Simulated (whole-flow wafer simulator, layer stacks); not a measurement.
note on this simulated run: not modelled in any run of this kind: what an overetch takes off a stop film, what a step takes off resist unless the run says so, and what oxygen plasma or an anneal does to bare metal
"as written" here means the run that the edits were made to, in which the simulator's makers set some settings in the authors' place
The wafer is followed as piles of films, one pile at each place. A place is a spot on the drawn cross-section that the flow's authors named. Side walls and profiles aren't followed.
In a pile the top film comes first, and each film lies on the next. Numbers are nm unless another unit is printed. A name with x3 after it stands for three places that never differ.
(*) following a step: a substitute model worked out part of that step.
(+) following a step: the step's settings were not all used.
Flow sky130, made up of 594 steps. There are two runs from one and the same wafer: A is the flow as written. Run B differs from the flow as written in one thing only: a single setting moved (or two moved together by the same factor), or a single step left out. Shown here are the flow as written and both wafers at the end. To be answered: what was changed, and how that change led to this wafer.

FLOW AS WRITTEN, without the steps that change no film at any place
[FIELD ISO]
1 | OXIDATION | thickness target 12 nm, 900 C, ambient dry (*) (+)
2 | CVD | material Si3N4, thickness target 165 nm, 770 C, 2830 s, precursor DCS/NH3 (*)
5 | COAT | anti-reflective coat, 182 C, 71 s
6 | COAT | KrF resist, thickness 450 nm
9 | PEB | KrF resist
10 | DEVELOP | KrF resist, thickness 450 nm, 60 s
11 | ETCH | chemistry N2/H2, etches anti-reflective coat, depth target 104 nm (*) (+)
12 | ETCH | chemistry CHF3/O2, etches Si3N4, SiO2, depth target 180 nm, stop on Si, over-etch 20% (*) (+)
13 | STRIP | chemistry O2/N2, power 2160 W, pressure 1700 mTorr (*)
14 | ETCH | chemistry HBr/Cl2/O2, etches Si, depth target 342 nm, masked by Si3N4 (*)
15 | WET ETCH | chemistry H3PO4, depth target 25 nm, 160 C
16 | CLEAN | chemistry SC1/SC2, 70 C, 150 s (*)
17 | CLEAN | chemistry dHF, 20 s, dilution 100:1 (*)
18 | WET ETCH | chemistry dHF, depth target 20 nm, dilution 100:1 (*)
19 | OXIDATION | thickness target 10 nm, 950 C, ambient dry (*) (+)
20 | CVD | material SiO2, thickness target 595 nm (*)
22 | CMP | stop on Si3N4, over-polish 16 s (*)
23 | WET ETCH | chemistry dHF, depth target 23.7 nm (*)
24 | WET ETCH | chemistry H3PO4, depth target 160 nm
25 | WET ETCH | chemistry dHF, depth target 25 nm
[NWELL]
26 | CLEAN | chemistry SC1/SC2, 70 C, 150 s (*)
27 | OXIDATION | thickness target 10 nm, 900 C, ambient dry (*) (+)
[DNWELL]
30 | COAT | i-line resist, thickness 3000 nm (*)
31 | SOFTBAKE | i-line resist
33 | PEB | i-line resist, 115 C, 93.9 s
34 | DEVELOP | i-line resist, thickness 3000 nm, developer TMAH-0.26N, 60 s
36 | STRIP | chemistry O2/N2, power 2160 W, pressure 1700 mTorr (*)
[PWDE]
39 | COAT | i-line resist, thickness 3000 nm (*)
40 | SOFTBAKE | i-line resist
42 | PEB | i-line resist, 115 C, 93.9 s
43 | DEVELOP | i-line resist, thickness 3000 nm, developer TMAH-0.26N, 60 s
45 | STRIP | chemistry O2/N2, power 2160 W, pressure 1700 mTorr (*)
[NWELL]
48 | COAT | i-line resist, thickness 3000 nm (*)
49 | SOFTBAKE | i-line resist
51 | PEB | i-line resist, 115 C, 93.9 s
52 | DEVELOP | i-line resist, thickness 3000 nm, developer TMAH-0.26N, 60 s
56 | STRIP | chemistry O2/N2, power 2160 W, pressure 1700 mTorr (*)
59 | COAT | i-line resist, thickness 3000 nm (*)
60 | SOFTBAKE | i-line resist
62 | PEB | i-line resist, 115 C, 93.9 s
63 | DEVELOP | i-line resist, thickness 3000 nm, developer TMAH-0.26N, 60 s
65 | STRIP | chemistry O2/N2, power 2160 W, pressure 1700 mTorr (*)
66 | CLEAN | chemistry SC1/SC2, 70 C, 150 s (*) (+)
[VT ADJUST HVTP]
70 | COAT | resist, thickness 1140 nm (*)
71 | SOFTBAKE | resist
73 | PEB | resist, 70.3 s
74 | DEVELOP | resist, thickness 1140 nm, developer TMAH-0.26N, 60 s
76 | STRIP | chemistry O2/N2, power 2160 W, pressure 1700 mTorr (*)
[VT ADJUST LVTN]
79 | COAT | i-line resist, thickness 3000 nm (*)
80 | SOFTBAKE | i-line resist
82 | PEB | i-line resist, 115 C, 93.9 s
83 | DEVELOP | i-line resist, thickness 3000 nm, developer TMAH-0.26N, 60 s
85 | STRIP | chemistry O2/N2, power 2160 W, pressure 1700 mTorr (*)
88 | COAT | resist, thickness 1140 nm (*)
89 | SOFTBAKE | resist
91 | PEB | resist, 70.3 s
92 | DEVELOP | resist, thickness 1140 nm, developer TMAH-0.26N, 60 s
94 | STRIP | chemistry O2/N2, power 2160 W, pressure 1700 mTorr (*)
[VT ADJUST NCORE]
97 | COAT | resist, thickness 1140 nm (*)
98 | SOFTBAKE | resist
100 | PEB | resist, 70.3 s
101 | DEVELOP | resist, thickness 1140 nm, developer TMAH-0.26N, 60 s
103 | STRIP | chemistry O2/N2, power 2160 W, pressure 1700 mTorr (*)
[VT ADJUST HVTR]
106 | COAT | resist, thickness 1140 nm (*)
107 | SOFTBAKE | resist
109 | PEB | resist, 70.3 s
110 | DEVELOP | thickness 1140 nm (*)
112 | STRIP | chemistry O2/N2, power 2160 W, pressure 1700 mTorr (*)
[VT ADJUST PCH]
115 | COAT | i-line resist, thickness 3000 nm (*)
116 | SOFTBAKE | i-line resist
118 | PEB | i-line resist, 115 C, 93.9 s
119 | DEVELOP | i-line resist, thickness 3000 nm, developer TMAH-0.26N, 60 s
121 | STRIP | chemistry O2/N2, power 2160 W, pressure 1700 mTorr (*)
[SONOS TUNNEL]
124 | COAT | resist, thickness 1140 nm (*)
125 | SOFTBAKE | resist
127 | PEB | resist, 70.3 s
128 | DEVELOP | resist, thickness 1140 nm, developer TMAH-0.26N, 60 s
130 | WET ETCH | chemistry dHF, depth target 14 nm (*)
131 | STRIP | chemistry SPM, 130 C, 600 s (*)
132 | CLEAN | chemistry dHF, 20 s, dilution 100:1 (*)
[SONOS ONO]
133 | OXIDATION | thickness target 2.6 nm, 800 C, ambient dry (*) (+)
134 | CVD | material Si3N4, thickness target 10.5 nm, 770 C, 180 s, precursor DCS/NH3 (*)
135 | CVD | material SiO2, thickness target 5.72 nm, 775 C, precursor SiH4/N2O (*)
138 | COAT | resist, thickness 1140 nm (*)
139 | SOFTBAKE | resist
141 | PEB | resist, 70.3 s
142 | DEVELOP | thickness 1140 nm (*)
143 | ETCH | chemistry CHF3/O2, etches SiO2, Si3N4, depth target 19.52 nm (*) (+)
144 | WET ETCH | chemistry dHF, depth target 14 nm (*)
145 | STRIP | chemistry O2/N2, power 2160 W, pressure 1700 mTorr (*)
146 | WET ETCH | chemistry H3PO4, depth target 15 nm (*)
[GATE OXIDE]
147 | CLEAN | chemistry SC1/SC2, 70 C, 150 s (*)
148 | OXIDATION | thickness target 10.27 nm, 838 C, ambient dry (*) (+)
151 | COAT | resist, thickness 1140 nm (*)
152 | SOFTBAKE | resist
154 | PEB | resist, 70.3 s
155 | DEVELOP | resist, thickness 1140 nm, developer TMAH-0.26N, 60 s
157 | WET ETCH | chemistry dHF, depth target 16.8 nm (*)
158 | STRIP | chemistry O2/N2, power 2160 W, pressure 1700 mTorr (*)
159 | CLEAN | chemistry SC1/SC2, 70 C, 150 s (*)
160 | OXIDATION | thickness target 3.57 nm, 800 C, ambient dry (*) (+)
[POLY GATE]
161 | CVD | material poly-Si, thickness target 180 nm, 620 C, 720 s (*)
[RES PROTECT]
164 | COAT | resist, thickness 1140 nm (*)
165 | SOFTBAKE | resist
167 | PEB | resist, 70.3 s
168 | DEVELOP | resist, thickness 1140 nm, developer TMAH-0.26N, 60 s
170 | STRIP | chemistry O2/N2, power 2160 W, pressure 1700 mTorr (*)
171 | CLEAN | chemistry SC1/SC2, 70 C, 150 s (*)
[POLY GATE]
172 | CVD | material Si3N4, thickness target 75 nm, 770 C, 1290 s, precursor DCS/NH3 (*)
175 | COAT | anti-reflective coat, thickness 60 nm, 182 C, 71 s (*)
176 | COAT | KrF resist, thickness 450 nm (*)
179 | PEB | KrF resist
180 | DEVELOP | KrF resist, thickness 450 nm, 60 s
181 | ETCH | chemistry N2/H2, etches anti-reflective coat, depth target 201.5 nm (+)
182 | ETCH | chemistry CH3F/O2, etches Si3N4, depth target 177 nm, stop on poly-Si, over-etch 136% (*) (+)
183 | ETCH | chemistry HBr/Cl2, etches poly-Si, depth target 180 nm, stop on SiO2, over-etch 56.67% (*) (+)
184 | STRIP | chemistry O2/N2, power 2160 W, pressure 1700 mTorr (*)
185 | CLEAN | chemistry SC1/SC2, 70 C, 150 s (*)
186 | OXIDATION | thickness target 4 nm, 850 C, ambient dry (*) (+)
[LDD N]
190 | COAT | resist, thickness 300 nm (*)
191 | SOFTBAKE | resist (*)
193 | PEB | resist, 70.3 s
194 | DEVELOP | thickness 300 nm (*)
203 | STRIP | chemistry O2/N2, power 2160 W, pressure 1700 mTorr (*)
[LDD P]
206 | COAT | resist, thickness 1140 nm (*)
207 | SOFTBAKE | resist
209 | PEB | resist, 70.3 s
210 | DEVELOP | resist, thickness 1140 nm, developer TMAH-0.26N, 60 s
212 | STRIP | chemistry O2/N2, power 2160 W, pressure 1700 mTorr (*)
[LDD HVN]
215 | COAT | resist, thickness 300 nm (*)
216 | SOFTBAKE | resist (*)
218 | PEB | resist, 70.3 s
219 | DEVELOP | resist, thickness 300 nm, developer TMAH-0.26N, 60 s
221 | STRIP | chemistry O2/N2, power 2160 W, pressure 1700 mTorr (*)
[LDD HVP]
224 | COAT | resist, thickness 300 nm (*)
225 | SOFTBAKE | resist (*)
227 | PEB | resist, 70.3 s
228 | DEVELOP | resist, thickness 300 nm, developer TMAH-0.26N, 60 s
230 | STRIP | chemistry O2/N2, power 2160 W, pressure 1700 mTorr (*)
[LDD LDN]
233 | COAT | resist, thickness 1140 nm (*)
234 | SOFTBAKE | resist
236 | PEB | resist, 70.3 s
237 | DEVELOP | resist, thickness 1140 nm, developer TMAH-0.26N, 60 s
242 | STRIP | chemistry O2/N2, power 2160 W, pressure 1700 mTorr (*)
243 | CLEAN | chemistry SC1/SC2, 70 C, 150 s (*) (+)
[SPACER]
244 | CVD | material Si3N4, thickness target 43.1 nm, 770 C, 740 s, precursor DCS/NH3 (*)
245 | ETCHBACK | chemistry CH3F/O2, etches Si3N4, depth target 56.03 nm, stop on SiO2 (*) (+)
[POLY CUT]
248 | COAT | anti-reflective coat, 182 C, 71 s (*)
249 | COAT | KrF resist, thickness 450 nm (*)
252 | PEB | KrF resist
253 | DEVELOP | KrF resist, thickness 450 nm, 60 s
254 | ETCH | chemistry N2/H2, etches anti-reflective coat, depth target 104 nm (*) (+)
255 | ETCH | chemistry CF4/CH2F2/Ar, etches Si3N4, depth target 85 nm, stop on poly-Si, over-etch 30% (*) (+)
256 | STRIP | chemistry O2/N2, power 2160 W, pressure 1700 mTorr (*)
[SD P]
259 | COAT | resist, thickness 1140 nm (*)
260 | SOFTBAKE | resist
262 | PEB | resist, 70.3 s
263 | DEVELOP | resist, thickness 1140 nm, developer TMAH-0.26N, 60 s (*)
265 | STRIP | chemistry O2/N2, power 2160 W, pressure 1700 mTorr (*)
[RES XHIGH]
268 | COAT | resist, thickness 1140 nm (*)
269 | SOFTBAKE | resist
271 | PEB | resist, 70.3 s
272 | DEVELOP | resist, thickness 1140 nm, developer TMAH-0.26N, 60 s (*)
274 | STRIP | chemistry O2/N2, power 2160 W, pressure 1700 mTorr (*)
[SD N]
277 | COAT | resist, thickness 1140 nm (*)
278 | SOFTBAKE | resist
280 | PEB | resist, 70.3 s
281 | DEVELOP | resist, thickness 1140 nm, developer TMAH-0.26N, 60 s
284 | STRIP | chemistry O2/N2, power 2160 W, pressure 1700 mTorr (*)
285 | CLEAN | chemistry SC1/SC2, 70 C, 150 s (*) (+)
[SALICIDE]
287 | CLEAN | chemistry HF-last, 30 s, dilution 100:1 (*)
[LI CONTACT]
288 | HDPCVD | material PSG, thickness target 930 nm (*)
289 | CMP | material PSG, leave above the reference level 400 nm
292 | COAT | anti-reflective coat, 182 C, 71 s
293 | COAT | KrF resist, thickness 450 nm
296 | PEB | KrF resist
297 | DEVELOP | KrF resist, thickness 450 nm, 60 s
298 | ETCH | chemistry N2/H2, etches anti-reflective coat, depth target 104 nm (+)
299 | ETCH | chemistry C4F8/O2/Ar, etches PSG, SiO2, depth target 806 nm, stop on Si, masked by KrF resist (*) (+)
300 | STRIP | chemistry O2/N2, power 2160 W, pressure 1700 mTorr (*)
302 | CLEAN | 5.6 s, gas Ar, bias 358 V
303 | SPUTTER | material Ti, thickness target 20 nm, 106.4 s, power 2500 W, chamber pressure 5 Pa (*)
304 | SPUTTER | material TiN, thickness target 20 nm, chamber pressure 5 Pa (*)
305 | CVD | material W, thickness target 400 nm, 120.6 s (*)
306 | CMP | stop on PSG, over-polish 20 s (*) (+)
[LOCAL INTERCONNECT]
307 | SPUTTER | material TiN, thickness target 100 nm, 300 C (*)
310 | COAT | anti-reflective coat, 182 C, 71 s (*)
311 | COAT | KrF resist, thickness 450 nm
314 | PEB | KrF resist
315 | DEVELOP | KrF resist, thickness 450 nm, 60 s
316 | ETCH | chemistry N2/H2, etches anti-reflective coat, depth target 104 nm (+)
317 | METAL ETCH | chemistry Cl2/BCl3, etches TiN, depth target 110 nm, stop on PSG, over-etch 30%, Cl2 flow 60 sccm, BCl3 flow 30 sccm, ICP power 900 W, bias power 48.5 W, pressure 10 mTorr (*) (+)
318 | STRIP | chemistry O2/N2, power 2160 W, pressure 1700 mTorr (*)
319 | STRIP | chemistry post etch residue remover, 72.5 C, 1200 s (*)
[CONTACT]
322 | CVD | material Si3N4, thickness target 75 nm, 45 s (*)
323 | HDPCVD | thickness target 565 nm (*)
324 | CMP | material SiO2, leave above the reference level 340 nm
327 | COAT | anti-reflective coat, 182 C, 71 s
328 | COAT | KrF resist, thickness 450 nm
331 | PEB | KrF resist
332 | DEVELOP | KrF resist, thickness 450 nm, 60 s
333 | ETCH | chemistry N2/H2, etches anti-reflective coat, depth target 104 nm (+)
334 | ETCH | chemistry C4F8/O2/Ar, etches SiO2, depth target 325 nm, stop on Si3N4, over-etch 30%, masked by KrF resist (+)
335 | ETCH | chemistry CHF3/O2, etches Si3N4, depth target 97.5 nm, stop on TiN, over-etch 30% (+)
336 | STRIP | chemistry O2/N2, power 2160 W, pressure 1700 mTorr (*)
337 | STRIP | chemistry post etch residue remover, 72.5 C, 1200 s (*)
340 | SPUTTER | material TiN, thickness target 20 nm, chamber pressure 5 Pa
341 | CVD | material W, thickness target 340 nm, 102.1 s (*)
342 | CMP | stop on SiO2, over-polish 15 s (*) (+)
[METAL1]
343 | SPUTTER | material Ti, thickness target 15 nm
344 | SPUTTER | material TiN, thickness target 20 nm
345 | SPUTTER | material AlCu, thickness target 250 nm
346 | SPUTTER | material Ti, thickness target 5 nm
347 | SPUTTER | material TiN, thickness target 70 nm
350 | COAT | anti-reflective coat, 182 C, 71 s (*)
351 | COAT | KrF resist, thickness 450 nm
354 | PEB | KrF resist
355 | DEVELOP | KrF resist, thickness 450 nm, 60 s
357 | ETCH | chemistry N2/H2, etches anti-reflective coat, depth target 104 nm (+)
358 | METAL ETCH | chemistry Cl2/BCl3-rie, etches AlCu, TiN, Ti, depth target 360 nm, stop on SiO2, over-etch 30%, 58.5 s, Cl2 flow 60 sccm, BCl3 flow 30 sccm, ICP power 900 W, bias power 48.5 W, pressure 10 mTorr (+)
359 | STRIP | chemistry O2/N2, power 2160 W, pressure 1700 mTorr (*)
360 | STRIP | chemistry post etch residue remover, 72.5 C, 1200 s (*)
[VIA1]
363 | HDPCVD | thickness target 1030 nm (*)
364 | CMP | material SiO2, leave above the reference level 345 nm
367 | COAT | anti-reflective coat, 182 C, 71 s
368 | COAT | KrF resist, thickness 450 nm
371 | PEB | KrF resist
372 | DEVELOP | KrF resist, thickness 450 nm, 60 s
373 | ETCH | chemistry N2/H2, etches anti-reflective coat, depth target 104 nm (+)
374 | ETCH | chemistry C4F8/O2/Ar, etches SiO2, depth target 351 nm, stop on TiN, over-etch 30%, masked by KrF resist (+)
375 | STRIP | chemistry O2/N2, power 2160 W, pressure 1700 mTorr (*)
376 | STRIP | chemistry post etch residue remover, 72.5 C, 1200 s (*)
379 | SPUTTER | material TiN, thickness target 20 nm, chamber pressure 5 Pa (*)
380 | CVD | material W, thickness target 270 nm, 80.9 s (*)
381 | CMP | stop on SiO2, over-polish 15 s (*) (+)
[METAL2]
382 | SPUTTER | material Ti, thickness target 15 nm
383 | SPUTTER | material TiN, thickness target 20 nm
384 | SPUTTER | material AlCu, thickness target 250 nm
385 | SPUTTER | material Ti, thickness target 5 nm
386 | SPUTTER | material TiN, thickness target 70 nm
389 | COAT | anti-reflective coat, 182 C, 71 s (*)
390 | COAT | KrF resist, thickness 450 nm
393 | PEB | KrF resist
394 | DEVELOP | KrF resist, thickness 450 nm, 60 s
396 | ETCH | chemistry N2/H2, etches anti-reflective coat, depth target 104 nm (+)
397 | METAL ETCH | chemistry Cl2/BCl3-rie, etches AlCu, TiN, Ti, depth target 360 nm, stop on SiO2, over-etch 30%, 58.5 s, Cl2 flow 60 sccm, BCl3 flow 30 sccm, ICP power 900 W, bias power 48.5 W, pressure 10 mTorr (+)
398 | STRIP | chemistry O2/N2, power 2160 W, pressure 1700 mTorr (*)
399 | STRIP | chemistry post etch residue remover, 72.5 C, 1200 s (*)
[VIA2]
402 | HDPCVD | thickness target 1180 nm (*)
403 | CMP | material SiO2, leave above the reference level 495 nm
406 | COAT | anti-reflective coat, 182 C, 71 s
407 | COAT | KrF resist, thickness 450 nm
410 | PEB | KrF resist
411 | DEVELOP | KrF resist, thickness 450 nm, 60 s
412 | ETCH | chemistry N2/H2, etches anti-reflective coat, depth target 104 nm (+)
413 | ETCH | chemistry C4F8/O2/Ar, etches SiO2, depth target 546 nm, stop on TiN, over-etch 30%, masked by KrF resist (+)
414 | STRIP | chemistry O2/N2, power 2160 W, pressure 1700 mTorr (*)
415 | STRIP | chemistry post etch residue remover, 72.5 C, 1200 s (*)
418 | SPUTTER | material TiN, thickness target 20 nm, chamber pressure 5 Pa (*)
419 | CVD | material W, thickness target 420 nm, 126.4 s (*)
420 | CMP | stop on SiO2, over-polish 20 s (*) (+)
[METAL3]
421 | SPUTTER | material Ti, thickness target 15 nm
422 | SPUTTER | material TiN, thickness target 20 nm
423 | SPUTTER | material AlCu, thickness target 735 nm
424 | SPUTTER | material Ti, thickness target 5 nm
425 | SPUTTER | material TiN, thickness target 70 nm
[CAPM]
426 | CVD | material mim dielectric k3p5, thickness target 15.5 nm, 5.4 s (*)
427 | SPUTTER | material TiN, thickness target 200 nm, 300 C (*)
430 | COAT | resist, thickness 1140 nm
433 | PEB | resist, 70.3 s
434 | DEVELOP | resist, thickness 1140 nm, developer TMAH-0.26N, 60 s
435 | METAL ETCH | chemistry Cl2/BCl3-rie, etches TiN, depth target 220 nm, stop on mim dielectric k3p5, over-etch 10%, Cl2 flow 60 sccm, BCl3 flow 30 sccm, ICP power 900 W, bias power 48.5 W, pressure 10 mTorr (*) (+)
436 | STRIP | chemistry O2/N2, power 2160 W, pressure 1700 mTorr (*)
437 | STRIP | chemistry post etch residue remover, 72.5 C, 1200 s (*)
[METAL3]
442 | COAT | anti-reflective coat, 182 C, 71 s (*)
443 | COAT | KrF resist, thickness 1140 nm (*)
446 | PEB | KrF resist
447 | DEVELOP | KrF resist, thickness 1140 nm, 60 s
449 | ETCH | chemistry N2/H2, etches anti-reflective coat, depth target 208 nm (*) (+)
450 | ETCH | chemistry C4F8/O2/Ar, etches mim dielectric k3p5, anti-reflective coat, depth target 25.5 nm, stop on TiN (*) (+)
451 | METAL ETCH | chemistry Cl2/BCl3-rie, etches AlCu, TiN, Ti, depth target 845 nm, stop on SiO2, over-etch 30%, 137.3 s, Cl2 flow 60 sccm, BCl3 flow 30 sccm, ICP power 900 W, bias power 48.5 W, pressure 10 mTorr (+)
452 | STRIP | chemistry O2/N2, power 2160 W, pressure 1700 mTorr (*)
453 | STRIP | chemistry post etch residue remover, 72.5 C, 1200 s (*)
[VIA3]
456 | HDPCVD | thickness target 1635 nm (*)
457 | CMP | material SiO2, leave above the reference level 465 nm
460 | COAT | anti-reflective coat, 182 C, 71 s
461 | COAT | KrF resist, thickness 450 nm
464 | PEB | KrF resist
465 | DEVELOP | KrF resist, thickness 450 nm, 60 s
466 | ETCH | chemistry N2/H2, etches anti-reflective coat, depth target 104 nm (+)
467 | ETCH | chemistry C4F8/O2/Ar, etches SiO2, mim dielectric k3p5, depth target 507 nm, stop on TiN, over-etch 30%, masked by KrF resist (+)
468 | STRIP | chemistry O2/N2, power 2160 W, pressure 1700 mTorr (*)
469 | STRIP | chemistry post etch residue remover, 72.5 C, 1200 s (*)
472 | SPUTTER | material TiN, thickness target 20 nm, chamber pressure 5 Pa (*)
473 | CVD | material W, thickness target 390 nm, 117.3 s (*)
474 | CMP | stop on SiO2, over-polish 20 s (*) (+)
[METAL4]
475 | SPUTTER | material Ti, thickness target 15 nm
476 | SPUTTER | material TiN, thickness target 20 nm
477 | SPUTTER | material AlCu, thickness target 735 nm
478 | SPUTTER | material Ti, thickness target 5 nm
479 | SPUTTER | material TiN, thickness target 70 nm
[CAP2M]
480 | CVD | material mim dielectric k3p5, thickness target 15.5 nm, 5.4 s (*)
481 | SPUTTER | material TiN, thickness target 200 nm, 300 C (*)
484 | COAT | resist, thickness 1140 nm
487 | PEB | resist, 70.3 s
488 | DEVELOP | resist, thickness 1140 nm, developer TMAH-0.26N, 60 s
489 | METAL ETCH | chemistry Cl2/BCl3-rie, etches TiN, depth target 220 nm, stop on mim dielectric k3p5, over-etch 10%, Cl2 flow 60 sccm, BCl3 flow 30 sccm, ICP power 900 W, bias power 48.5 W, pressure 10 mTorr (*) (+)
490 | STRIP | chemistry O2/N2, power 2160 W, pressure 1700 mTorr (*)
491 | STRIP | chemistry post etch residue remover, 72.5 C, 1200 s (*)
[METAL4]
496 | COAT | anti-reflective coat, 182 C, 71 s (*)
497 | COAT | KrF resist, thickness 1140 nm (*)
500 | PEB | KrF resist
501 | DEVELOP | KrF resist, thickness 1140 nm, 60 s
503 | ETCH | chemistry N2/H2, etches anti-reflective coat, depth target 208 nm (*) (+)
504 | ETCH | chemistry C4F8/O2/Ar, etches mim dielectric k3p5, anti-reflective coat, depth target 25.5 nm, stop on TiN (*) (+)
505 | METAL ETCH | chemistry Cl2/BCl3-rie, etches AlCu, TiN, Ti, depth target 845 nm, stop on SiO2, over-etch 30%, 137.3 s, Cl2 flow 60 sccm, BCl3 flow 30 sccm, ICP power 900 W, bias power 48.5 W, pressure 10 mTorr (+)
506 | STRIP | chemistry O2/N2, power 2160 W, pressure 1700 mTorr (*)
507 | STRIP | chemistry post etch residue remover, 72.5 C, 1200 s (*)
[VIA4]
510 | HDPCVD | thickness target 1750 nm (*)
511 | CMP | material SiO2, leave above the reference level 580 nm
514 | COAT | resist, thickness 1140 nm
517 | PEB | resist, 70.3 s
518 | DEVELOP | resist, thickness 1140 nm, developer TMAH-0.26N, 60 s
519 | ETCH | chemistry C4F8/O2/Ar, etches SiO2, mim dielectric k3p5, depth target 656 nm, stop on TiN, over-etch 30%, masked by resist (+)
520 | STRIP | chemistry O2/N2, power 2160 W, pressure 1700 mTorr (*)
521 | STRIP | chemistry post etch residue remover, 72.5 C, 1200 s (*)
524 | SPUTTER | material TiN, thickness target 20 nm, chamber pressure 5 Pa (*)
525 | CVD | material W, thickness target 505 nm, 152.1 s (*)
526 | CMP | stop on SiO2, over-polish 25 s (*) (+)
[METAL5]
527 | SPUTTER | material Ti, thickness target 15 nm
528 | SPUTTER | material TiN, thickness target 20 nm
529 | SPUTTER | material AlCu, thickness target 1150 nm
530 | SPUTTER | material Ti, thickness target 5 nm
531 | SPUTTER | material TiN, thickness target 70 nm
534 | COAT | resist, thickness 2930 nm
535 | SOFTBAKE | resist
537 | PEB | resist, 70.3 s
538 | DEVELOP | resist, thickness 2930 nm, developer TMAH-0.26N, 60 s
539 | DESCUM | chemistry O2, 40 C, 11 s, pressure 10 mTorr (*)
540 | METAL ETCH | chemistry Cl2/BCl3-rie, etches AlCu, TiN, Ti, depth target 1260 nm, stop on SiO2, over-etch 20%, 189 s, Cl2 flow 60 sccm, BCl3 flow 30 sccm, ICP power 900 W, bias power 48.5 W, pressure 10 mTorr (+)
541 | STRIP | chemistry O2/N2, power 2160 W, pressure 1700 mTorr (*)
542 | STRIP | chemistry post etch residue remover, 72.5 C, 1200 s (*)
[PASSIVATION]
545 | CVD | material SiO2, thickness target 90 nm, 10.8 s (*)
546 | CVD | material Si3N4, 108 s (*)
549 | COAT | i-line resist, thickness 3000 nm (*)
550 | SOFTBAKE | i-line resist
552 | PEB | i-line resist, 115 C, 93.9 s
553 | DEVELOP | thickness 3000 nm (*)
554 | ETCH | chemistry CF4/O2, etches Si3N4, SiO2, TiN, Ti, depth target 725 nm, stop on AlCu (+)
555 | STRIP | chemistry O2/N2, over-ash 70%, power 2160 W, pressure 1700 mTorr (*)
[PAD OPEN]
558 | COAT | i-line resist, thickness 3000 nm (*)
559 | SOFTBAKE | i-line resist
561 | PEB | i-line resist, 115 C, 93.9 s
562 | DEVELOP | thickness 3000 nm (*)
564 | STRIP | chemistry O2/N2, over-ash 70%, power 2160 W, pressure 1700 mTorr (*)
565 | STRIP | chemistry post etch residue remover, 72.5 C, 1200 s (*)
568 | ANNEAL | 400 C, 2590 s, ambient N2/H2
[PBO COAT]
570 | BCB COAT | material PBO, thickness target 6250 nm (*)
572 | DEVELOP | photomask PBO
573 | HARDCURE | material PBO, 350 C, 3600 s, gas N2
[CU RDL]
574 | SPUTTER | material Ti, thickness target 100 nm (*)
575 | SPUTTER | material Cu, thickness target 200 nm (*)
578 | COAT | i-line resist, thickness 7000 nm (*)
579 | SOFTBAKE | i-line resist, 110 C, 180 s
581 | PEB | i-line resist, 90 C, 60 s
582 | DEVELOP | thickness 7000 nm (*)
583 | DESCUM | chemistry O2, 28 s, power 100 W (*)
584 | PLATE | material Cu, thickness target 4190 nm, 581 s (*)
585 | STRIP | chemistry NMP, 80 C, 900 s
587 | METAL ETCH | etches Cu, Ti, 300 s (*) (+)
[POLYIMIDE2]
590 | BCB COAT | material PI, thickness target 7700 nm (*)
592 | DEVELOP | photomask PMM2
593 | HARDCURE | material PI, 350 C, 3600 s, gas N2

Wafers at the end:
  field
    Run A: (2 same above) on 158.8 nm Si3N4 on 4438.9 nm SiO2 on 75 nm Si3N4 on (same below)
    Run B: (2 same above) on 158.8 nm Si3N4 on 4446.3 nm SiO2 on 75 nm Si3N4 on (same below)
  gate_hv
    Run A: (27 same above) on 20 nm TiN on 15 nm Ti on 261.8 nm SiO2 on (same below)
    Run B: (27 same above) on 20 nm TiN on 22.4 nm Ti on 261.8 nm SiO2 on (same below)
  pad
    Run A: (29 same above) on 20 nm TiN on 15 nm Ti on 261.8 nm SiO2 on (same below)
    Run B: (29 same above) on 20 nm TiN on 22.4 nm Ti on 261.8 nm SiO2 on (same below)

Cause: step 343, SPUTTER: thickness target 22.4 nm was run, though the flow has thickness target 15 nm.
The wafer itself shows it: gate_hv has Ti 22.4, and step 343 as written asks for 15 nm.

The path from the change to this, step by step:
  343 | SPUTTER | material Ti, thickness target 15 nm
      field, active, n_well and 188 more: A +15 Ti (new film) | B +22.4 Ti (new film)
  358 | METAL ETCH | chemistry Cl2/BCl3-rie, etches AlCu, TiN, Ti, depth target 360 nm, stop on SiO2, over-etch 30%, 58.5 s, Cl2 flow 60 sccm, BCl3 flow 30 sccm, ICP power 900 W, bias power 48.5 W, pressure 10 mTorr (+)
      field, active, gate and 81 more: A -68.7 TiN (all of it), -5 Ti (all of it), -250 AlCu (all of it), -20 TiN (all of it), -15 Ti (all of it), -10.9 SiO2 | B -68.7 TiN (all of it), -5 Ti (all of it), -250 AlCu (all of it), -20 TiN (all of it), -22.4 Ti (all of it), -10.2 SiO2
